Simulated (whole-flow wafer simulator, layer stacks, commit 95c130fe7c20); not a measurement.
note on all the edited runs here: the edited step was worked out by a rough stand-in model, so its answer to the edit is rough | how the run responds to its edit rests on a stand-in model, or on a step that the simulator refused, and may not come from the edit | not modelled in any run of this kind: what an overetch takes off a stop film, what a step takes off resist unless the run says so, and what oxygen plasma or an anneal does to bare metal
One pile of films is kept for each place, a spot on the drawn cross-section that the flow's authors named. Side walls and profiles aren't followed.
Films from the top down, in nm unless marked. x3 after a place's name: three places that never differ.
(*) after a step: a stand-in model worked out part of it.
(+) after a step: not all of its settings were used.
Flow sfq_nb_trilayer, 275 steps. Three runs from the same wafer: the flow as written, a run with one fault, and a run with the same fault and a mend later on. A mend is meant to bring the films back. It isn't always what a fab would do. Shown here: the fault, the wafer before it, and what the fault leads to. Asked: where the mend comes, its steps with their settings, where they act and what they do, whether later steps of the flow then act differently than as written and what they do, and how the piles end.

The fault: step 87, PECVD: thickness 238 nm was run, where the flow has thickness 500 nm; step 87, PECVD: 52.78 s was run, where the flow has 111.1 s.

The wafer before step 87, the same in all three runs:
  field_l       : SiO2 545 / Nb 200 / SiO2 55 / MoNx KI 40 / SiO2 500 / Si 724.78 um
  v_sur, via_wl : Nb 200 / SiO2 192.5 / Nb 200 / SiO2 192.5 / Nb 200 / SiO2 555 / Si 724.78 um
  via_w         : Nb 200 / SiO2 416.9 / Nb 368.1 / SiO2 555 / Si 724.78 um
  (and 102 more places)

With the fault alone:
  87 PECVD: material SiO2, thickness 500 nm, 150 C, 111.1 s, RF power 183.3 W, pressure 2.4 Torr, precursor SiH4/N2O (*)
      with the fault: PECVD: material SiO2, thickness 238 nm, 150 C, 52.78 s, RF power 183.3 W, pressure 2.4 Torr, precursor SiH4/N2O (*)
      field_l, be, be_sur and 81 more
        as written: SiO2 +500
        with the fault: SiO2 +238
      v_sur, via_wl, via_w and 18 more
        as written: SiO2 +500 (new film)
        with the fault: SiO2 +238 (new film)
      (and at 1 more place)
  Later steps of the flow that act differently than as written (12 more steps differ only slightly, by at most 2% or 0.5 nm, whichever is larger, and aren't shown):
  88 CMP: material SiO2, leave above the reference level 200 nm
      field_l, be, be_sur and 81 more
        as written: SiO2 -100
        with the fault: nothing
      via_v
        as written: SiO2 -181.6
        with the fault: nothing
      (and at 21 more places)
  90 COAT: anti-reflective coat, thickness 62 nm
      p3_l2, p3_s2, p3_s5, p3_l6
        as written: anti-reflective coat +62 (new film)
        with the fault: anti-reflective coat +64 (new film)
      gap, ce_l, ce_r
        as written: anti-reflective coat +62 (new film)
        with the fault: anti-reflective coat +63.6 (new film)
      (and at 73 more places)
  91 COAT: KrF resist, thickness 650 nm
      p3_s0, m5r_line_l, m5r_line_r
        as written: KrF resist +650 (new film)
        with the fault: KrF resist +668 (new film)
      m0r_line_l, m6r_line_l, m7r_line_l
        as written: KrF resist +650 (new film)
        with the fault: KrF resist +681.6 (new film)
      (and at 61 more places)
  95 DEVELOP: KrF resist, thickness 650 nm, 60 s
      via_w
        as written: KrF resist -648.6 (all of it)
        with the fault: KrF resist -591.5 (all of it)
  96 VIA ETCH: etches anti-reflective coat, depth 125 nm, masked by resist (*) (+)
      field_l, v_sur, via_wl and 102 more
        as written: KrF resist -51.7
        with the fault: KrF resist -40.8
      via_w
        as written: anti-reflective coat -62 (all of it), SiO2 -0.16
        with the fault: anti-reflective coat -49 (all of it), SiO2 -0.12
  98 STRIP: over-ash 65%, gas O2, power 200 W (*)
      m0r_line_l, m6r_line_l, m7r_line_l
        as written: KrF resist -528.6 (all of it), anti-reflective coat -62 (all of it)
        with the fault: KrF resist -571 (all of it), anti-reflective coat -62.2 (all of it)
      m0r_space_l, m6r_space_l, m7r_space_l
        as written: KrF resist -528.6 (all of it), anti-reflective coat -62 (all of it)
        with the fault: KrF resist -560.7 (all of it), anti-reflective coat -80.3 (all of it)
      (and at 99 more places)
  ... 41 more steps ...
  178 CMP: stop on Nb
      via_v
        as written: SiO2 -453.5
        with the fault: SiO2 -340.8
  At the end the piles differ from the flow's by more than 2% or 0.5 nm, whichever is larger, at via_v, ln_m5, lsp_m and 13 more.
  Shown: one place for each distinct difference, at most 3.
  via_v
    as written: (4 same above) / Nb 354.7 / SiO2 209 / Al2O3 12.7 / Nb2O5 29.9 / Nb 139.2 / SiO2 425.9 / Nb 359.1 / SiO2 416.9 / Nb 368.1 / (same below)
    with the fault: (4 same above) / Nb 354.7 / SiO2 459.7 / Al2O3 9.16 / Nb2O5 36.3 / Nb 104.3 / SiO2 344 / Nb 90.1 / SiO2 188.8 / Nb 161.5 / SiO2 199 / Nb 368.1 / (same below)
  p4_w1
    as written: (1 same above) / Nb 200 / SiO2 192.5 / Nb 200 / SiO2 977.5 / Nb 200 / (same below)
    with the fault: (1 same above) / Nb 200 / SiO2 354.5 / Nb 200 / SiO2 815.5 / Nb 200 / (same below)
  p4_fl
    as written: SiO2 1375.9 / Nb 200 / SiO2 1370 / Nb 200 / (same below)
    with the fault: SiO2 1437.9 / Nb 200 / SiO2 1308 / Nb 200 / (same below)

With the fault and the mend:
  The mend comes after step 87.
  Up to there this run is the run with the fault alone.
  87a PECVD: material SiO2, thickness 262 nm, 150 C, 58.22 s, RF power 183.3 W, pressure 2.4 Torr, precursor SiH4/N2O (*) (the flow's step 87 once more, with other settings)
      field_l, v_sur, via_wl and 102 more
        SiO2 +262
      via_v
        SiO2 +263
  Later steps of the flow that act differently than as written:
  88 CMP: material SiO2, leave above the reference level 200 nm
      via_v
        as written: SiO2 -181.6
        with the mend: SiO2 -45.1
  At the end the piles are the same as the flow's at every place that both follow.
